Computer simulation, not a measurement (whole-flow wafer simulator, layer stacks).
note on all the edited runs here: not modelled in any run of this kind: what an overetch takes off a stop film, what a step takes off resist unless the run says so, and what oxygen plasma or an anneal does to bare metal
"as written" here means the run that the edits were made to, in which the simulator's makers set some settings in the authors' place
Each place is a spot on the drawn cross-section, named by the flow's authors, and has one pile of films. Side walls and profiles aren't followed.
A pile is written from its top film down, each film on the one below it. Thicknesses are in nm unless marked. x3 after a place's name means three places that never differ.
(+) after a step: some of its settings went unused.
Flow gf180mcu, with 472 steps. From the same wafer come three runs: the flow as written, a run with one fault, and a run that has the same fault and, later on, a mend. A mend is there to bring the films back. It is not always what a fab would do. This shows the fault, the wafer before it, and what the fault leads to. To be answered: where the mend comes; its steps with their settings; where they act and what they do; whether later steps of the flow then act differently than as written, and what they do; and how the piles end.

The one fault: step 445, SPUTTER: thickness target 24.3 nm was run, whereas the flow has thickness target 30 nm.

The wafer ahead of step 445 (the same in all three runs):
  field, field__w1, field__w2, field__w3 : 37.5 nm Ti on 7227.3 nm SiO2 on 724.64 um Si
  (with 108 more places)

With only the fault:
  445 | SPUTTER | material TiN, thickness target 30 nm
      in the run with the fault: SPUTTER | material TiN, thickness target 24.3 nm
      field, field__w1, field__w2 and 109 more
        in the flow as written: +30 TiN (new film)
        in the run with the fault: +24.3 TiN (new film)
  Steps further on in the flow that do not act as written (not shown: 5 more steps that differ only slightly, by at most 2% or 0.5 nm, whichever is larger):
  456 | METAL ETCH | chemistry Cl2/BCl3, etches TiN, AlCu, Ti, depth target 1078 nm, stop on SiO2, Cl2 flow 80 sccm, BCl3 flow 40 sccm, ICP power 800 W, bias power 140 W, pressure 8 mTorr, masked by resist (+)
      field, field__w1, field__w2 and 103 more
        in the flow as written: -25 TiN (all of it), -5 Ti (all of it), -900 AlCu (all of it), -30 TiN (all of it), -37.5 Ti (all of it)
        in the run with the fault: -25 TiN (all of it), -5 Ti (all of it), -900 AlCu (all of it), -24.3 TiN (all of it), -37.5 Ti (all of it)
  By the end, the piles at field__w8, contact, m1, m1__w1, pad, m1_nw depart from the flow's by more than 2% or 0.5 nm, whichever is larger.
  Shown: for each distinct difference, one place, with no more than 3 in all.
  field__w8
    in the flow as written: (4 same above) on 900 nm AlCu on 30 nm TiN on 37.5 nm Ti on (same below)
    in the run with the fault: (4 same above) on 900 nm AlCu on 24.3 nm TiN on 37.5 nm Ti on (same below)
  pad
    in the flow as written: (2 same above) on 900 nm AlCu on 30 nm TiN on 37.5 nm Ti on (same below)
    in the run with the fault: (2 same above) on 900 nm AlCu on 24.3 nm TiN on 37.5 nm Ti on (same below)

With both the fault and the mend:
  After step 445 comes the mend.
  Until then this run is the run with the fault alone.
  445a | SPUTTER | material TiN, thickness target 5.7 nm (the flow's step 445 again, with other settings)
      field, field__w1, field__w2 and 109 more
        +5.7 TiN
  Later steps of the flow that are run all act as written at every place that is followed.
  The piles end the same as the flow's at every place that both follow.
